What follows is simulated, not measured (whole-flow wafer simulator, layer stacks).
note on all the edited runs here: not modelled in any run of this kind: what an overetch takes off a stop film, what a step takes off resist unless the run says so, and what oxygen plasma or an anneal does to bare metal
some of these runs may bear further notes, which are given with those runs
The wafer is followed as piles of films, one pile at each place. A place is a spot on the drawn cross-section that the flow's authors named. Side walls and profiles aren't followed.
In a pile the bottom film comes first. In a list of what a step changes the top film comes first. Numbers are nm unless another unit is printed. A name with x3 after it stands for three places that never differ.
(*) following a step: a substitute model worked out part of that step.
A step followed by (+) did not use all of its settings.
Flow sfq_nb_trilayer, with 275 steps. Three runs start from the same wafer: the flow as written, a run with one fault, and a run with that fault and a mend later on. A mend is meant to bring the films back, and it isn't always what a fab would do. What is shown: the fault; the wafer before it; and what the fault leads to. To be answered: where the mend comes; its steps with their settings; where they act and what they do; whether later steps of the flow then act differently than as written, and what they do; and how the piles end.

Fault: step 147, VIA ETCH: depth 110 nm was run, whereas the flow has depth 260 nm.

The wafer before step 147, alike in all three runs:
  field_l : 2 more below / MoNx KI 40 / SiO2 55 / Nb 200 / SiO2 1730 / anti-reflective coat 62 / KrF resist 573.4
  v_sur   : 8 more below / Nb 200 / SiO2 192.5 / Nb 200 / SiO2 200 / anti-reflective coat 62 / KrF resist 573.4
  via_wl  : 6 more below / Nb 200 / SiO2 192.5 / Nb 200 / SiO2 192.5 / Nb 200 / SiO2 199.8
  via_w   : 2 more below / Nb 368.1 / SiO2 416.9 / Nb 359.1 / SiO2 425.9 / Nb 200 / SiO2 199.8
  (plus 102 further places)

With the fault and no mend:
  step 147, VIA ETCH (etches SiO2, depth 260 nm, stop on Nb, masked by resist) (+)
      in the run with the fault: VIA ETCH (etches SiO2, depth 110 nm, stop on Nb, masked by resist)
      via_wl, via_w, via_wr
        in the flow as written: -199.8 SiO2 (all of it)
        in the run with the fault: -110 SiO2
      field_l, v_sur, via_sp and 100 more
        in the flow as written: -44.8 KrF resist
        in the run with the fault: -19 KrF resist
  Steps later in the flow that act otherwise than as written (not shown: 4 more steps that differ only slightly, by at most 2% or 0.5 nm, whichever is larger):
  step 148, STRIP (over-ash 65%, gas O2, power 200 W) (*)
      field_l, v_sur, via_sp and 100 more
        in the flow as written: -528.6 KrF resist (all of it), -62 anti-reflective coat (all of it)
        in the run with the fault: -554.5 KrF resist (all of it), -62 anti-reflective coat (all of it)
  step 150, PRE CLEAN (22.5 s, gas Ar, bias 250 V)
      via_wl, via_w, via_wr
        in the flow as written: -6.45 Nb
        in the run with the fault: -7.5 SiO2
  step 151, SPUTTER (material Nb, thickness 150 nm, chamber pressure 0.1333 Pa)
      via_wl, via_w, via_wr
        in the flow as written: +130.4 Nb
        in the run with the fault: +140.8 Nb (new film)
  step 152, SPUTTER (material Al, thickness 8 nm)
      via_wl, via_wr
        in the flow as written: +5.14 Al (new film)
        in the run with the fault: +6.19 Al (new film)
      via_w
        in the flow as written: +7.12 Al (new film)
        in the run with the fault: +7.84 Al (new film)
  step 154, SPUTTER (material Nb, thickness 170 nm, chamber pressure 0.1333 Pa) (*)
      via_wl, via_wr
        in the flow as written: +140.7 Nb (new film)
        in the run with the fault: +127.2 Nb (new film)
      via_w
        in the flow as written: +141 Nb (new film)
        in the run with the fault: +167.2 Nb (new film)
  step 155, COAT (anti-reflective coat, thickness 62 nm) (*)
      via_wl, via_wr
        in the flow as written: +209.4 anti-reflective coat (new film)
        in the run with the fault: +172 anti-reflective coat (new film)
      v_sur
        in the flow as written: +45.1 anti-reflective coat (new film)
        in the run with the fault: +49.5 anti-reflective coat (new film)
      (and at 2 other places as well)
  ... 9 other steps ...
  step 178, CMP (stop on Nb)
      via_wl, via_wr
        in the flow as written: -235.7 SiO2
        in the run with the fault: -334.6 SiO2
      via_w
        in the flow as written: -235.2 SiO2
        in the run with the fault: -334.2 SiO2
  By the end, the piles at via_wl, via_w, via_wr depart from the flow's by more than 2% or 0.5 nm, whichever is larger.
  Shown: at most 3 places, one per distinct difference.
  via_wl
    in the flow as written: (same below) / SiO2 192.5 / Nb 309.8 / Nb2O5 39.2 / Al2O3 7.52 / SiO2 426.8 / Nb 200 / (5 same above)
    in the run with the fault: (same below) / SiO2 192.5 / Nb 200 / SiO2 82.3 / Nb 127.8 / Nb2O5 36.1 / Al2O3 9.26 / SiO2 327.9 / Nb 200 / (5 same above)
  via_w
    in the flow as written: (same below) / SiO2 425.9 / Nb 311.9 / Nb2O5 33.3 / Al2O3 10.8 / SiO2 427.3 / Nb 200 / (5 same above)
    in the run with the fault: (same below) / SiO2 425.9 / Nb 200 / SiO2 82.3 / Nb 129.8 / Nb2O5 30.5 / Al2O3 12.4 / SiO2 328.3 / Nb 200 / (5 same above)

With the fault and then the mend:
  After step 148 comes the mend.
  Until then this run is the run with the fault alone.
  step 148a, COAT (anti-reflective coat, thickness 62 nm) (*) (the flow's step 140, run once more)
      p4_fl x3, p4_w1 x9, p4_g1 x2 and 63 more
        +62 anti-reflective coat (new film)
      c5j, ce_r, sp_r and 13 more
        +61.9 anti-reflective coat (new film)
      be_sur, gap, jj_sur, ce_l
        +61.8 anti-reflective coat (new film)
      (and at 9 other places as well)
  step 148b, COAT (KrF resist, thickness 650 nm) (*) (the flow's step 141, run once more)
      p4_fl x3, p4_w1 x9, p4_g1 x2 and 63 more
        +650 KrF resist (new film)
      res, r_end, moat, field_r, lsp_l, l0_sur, l0v
        +649.5 KrF resist (new film)
      ln_m5, lsp_m, ln_m6, lsp_r
        +649.6 KrF resist (new film)
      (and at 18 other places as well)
  step 148c, SOFTBAKE (KrF resist) (the flow's step 142, run once more)
      does not change any film at any place that is followed
  step 148d, EXPOSE (photomask I4, dose 11.93 mJ/cm2, NA 0.6, wavelength 248 nm) (*) (the flow's step 143, run once more)
      does not change any film at any place that is followed
  step 148e, PEB (KrF resist, 90 s) (the flow's step 144, run once more)
      jj_sur, ce_l, c5j and 92 more
        -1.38 KrF resist
      via_sp, via_v, wire, be, be_sur, gap
        -1.37 KrF resist
      field_l
        -1.36 KrF resist
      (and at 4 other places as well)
  step 148f, DEVELOP (KrF resist, thickness 650 nm, 60 s) (the flow's step 145, run once more)
      field_l, v_sur, via_sp and 100 more
        -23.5 KrF resist
      via_wl
        -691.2 KrF resist (all of it)
      via_w
        -714.5 KrF resist (all of it)
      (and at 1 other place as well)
  step 148g, VIA ETCH (etches anti-reflective coat, depth 125 nm, masked by resist) (+) (the flow's step 146, run once more)
      field_l, v_sur, via_sp and 100 more
        -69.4 KrF resist
      via_wl
        -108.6 anti-reflective coat (all of it)
      via_w
        -82.2 anti-reflective coat (all of it), -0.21 SiO2
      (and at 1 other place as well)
  step 148h, VIA ETCH (etches SiO2, depth 150 nm, stop on Nb, masked by resist) (+) (the flow's step 147, run once more with other settings)
      field_l, v_sur, via_sp and 100 more
        -23.2 KrF resist
      via_wl, via_wr
        -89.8 SiO2 (all of it)
      via_w
        -89.6 SiO2 (all of it)
  step 148i, STRIP (over-ash 65%, gas O2, power 200 W) (*) (the flow's step 148, run once more)
      p4_fl x3, p4_w1 x9, p4_g1 x2 and 63 more
        -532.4 KrF resist (all of it), -62 anti-reflective coat (all of it)
      moat, field_r, lsp_l, ln_m5, lsp_m, ln_m6, lsp_r, l0_sur
        -532 KrF resist (all of it), -61.9 anti-reflective coat (all of it)
      r_sur, res, r_end, l0v
        -531.9 KrF resist (all of it), -61.9 anti-reflective coat (all of it)
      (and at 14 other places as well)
  Later steps of the flow that are run all act as written at every place that is followed, up to a difference of at most 2% or 0.5 nm, whichever is larger.
  At every place that both follow, the piles at the end match the flow's.
